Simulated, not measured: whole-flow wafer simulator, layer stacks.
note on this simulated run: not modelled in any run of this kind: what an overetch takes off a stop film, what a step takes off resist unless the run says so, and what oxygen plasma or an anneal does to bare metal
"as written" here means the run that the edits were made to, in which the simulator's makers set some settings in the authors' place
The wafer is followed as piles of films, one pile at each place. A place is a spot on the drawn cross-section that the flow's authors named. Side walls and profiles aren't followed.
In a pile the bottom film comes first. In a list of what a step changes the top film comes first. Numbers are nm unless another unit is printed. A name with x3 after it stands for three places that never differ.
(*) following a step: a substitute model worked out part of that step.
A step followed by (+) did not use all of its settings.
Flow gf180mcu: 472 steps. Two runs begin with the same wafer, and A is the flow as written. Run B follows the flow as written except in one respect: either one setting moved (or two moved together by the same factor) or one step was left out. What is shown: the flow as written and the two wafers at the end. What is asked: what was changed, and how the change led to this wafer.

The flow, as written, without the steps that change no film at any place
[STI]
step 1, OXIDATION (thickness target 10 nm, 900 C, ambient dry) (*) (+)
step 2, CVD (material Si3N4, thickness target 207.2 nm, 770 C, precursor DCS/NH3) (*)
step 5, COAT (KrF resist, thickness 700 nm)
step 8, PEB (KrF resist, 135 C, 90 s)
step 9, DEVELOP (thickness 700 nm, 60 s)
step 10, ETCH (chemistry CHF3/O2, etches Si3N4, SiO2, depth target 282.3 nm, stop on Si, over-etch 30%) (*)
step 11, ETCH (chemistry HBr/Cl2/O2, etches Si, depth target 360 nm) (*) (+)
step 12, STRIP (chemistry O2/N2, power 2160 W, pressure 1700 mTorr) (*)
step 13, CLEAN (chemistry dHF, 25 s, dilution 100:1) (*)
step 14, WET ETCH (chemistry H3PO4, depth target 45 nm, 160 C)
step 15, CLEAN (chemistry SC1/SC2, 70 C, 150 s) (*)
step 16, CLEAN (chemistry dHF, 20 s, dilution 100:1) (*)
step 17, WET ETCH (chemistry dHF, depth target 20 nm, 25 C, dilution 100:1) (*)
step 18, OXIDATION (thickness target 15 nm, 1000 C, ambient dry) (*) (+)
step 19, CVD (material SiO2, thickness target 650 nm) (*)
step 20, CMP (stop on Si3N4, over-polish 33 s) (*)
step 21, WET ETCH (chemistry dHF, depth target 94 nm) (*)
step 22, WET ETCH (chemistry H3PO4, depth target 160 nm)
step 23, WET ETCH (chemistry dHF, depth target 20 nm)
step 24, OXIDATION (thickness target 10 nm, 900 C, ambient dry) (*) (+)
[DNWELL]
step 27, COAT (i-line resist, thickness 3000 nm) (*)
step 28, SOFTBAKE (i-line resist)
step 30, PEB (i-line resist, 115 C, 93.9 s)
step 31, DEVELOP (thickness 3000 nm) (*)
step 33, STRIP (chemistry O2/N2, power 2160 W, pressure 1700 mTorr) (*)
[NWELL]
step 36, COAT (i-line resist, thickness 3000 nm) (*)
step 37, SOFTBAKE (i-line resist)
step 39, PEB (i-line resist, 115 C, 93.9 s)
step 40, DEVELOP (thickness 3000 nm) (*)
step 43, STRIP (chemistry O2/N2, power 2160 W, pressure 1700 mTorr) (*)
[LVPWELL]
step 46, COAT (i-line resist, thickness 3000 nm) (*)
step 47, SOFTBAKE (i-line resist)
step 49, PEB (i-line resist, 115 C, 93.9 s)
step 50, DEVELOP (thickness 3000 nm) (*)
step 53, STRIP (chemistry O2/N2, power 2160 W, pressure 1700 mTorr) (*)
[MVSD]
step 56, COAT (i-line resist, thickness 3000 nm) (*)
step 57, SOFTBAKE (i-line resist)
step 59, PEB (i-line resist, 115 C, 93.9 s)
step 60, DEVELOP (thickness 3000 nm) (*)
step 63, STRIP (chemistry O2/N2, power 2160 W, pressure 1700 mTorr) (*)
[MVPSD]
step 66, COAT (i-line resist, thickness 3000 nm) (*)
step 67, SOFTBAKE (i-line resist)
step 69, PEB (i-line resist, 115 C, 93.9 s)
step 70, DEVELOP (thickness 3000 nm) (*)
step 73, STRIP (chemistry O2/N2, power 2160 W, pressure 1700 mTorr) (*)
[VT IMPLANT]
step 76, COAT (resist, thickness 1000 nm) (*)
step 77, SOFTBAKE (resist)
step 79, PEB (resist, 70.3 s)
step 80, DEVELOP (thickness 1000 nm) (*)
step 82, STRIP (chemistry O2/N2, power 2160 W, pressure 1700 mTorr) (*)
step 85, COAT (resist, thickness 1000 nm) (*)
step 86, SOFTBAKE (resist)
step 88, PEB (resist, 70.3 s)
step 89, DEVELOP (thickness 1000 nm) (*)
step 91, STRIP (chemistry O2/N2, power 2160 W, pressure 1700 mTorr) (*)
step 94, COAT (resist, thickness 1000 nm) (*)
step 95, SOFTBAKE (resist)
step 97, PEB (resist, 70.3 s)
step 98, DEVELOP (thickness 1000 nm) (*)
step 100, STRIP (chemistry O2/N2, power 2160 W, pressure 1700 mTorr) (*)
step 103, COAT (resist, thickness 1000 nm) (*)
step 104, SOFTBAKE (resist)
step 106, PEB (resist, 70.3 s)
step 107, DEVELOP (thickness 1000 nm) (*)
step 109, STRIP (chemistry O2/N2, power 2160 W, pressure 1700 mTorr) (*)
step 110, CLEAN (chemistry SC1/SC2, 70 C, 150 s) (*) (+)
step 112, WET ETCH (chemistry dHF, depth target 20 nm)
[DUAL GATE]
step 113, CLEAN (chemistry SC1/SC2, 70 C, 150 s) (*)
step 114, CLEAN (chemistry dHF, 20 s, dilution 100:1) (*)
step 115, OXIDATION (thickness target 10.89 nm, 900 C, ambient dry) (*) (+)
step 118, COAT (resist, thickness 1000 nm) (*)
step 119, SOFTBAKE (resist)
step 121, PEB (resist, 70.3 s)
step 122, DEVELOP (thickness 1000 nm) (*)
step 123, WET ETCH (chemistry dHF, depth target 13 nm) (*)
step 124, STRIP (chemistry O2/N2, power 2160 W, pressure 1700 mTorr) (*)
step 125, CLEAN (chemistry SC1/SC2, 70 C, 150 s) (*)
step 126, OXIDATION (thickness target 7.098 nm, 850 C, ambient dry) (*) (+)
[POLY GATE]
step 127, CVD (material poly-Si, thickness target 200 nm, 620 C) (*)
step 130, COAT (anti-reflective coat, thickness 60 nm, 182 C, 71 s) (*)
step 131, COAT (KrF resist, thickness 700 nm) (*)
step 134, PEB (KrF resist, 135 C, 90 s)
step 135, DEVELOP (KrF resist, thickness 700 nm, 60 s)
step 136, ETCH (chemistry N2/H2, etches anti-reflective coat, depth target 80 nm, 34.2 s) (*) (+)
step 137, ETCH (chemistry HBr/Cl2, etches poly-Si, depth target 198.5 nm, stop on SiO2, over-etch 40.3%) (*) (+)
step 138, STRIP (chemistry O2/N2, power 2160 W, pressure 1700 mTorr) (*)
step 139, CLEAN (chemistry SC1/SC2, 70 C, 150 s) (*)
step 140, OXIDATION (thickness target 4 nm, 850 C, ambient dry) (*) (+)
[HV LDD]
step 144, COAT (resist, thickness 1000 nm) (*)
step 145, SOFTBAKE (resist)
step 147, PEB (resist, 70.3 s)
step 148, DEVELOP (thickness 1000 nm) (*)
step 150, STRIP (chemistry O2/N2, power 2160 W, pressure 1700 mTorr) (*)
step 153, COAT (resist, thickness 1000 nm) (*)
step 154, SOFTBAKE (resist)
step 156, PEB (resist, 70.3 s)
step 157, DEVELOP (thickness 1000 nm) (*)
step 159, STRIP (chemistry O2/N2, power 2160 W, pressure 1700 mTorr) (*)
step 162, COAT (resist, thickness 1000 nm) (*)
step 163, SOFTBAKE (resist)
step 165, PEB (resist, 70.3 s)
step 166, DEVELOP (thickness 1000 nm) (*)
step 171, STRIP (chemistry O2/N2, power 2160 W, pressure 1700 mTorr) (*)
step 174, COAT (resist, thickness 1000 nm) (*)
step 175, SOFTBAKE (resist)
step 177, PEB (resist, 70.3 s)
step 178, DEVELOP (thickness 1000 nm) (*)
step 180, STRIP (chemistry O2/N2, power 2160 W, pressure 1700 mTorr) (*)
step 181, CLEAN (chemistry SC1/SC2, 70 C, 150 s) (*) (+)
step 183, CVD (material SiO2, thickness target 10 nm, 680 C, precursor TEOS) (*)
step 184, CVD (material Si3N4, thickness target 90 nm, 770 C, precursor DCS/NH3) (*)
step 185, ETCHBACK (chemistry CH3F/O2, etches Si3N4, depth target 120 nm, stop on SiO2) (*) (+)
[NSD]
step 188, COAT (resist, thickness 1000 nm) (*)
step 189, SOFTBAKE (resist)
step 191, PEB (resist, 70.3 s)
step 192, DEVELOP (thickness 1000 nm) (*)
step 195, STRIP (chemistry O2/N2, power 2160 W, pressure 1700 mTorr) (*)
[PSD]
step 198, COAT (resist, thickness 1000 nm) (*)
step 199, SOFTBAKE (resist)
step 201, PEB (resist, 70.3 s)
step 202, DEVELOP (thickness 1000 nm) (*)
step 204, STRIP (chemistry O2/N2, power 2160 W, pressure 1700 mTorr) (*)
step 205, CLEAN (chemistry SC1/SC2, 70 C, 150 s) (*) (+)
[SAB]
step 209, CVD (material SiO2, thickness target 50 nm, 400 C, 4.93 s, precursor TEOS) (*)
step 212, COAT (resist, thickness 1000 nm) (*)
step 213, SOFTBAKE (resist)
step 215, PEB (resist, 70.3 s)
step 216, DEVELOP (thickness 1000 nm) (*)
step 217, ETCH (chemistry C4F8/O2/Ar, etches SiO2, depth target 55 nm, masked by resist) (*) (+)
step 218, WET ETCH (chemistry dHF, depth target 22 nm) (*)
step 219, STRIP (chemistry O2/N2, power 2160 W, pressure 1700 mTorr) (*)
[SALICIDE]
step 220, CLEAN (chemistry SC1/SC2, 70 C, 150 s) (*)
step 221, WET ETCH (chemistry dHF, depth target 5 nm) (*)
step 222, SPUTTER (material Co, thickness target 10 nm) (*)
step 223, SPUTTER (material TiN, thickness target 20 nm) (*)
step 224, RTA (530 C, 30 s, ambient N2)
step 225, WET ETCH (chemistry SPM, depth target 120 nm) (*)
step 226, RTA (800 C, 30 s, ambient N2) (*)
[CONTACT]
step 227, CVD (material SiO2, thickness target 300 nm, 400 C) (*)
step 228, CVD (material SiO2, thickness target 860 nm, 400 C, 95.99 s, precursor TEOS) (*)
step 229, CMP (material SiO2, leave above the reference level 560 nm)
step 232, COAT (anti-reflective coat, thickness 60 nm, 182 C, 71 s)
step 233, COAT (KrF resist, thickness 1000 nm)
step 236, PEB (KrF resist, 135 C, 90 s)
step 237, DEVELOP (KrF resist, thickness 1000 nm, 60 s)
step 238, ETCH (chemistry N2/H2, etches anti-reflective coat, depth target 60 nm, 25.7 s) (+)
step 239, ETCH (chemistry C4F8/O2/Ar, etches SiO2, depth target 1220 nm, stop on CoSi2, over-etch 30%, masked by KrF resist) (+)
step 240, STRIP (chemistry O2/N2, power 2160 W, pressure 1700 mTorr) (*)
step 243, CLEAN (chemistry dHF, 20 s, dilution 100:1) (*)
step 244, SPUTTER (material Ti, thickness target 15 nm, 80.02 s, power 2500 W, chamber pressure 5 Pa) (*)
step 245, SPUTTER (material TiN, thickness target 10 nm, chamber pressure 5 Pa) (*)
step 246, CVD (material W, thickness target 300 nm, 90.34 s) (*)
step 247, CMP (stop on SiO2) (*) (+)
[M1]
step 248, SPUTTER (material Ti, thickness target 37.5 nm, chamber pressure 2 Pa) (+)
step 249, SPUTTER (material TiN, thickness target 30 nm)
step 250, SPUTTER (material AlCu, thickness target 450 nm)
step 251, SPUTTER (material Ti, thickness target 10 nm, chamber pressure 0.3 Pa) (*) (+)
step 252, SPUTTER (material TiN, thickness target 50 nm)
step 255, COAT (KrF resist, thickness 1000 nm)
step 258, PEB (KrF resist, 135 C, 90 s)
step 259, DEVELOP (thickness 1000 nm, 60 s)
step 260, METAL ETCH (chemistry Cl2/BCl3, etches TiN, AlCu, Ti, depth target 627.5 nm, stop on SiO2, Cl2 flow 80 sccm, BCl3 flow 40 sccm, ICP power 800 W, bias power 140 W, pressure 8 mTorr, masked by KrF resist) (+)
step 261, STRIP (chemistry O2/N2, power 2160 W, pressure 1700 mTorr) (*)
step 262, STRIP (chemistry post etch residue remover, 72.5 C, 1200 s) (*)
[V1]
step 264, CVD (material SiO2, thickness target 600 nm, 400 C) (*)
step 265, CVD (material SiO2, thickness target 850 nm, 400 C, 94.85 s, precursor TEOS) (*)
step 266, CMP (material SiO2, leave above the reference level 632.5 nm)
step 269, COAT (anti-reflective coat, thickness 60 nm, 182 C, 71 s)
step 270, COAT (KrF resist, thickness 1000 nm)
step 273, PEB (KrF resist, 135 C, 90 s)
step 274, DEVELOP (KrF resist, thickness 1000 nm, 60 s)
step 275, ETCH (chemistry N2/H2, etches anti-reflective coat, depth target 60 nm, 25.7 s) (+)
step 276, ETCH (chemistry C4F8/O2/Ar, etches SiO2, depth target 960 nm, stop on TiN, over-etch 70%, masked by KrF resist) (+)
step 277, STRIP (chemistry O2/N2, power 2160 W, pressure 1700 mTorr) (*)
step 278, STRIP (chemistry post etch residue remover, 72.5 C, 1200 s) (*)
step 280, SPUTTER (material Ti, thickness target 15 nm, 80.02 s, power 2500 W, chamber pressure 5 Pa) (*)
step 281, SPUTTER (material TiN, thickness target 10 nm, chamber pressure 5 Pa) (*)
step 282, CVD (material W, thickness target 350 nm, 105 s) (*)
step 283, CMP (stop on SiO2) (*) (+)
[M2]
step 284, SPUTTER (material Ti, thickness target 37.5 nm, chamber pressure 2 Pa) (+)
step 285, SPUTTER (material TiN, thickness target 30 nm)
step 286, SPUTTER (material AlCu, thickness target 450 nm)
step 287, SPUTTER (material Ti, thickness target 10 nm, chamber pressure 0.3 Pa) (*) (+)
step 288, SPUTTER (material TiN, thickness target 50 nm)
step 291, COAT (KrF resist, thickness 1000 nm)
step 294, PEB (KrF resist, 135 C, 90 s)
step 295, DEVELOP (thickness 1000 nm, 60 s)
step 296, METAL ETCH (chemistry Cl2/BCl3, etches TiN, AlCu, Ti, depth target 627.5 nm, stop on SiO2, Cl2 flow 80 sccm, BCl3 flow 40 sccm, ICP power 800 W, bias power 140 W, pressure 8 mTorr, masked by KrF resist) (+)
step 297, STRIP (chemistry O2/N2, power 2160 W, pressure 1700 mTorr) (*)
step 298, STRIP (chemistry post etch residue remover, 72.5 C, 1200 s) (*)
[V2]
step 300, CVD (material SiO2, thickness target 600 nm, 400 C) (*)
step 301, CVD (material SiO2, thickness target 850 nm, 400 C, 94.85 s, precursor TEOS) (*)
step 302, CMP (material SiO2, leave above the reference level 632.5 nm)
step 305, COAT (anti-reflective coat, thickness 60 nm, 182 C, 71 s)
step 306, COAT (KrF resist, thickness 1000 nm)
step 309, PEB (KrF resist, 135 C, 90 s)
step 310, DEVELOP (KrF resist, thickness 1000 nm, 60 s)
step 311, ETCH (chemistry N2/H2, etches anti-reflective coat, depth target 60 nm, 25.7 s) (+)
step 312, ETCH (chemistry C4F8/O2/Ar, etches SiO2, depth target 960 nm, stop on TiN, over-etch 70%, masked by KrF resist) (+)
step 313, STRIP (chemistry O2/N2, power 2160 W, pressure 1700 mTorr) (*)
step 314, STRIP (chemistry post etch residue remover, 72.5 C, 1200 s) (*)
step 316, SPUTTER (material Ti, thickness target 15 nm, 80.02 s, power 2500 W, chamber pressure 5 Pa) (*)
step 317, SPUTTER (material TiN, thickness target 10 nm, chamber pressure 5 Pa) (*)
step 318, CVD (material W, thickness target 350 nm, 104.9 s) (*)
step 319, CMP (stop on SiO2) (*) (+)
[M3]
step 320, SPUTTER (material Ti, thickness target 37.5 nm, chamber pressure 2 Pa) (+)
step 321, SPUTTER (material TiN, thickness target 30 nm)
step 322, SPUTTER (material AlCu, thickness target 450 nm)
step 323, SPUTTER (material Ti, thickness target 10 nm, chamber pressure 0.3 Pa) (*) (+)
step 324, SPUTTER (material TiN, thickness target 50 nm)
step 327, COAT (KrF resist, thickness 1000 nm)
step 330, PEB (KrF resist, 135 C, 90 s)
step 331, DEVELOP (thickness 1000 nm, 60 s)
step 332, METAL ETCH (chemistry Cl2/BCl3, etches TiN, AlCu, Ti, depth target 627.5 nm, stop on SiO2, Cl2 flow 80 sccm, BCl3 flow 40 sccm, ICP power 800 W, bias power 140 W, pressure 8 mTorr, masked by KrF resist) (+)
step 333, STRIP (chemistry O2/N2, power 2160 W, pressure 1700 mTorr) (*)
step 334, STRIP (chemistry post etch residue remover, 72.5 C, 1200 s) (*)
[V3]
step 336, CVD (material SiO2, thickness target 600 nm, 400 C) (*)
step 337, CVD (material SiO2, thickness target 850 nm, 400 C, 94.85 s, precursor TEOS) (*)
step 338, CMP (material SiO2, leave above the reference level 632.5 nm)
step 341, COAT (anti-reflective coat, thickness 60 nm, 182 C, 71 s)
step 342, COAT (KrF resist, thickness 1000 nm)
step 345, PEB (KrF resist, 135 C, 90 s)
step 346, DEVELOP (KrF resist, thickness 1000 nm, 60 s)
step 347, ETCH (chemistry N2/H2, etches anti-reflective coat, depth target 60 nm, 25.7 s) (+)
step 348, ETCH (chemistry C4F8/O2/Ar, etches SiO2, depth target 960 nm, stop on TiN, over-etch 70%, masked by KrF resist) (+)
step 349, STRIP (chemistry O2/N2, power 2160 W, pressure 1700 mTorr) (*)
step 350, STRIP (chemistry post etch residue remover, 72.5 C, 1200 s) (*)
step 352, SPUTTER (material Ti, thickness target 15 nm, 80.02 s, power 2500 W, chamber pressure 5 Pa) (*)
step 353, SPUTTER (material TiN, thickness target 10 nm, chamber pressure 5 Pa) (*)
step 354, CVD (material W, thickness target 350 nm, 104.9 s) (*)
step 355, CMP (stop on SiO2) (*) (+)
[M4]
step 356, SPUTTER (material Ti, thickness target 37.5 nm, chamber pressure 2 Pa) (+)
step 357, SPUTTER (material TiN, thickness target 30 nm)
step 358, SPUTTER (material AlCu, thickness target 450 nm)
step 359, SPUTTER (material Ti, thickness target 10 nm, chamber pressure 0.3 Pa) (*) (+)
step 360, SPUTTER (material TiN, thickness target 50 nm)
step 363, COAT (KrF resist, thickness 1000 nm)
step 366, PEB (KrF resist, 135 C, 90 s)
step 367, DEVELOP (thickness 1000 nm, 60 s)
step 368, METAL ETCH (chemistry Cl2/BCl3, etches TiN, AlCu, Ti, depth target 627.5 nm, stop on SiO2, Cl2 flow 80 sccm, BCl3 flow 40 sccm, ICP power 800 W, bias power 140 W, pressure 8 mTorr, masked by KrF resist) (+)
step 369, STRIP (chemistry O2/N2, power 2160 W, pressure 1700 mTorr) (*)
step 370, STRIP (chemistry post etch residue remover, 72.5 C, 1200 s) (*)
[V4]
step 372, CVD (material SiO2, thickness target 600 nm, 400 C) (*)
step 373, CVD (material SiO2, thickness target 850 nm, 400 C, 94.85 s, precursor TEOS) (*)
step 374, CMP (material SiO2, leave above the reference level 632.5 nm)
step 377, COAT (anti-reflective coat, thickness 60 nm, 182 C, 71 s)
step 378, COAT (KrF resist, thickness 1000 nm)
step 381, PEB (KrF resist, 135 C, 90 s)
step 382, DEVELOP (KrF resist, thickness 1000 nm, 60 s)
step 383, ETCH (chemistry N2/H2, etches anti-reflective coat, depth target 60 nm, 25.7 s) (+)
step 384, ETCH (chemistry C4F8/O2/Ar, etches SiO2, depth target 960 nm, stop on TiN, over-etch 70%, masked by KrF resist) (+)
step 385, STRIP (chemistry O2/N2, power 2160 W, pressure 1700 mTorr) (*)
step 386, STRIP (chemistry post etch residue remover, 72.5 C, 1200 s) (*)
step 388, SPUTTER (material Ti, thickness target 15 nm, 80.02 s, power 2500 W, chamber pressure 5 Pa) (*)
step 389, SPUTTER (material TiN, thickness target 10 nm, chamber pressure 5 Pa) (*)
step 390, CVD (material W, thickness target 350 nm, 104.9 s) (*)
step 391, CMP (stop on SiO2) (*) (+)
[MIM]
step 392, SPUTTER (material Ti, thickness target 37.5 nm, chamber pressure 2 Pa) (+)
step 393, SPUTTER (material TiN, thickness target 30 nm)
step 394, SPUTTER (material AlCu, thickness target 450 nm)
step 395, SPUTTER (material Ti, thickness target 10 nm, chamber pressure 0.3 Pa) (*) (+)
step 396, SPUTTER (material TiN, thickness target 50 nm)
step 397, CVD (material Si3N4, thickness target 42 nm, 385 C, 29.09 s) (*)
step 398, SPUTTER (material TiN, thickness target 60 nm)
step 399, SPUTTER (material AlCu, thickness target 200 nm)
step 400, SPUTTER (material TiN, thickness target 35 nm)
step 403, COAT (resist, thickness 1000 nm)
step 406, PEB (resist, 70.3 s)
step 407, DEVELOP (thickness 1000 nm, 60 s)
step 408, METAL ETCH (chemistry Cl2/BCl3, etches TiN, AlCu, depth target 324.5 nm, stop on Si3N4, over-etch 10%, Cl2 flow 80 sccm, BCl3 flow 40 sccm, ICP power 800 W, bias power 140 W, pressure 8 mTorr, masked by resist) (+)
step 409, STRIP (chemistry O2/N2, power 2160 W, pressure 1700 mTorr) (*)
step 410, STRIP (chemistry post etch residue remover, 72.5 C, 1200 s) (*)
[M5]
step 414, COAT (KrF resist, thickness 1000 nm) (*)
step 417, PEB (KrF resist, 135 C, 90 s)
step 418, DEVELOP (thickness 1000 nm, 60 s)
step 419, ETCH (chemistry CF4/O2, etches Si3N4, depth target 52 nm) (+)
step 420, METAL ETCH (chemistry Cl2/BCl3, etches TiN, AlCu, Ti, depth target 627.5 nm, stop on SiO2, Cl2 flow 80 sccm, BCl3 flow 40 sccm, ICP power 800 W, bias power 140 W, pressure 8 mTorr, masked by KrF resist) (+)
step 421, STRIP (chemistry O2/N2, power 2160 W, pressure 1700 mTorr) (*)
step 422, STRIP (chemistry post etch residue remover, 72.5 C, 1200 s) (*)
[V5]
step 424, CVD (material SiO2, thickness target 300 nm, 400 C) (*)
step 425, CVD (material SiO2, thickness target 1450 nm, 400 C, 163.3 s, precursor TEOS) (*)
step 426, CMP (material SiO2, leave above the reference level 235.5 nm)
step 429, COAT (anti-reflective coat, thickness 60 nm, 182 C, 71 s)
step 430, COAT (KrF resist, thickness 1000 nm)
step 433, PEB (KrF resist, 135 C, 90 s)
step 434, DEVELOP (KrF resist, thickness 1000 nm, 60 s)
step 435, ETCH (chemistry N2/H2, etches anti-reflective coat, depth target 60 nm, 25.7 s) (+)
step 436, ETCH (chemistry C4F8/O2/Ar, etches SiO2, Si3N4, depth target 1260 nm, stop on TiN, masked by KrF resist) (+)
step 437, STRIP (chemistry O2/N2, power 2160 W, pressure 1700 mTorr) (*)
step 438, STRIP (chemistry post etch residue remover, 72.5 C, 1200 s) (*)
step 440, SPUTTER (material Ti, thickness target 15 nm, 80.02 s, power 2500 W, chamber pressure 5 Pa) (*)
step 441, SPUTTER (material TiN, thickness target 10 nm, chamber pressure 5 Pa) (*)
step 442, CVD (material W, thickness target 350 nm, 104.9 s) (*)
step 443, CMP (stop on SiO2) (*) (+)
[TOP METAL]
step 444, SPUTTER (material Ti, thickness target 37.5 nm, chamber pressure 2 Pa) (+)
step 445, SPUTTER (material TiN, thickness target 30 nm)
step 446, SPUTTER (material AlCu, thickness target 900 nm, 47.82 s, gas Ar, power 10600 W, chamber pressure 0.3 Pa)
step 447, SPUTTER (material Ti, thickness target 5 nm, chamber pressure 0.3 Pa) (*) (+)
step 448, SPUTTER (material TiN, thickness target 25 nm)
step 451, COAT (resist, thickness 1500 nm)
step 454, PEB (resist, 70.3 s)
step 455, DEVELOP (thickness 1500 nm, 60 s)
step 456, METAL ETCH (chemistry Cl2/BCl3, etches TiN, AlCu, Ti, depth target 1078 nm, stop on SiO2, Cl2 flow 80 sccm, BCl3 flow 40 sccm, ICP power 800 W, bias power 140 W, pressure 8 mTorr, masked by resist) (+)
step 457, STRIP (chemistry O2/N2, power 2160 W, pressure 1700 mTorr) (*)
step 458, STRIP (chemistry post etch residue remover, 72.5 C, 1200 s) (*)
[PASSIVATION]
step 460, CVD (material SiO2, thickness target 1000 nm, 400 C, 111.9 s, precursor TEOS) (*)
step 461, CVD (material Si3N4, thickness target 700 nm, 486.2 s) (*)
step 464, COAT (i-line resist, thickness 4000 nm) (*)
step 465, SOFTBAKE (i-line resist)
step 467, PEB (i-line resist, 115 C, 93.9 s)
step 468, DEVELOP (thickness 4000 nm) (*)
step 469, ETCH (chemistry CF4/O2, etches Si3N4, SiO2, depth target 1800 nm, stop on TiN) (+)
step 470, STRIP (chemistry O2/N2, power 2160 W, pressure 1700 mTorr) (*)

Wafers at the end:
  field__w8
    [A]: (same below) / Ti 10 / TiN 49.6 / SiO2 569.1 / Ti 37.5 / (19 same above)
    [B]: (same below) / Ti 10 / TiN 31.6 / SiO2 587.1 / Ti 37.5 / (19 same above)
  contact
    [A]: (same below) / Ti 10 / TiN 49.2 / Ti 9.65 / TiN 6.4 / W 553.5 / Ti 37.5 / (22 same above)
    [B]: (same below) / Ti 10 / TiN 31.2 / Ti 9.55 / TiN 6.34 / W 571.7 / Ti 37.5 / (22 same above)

Cause: step 324, SPUTTER: thickness target 32 nm was run, while the flow as written has thickness target 50 nm.

Step by step, how the change led to this:
  step 324, SPUTTER (material TiN, thickness target 50 nm)
      field, field__w1, field__w2 and 108 more: A +50 TiN (new film) | B +32 TiN (new film)
  step 332, METAL ETCH (chemistry Cl2/BCl3, etches TiN, AlCu, Ti, depth target 627.5 nm, stop on SiO2, Cl2 flow 80 sccm, BCl3 flow 40 sccm, ICP power 800 W, bias power 140 W, pressure 8 mTorr, masked by KrF resist) (+)
      field, field__w1, field__w2 and 103 more: A -50 TiN (all of it), -10 Ti (all of it), -450 AlCu (all of it), -30 TiN (all of it), -37.5 Ti (all of it) | B -32 TiN (all of it), -10 Ti (all of it), -450 AlCu (all of it), -30 TiN (all of it), -37.5 Ti (all of it)
  step 338, CMP (material SiO2, leave above the reference level 632.5 nm)
      field__w8, contact, m1, m1__w1, m1_nw: A -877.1 SiO2 | B -859.1 SiO2
  step 348, ETCH (chemistry C4F8/O2/Ar, etches SiO2, depth target 960 nm, stop on TiN, over-etch 70%, masked by KrF resist) (+)
      contact: A -572.5 SiO2 (all of it) | B -590.5 SiO2 (all of it)
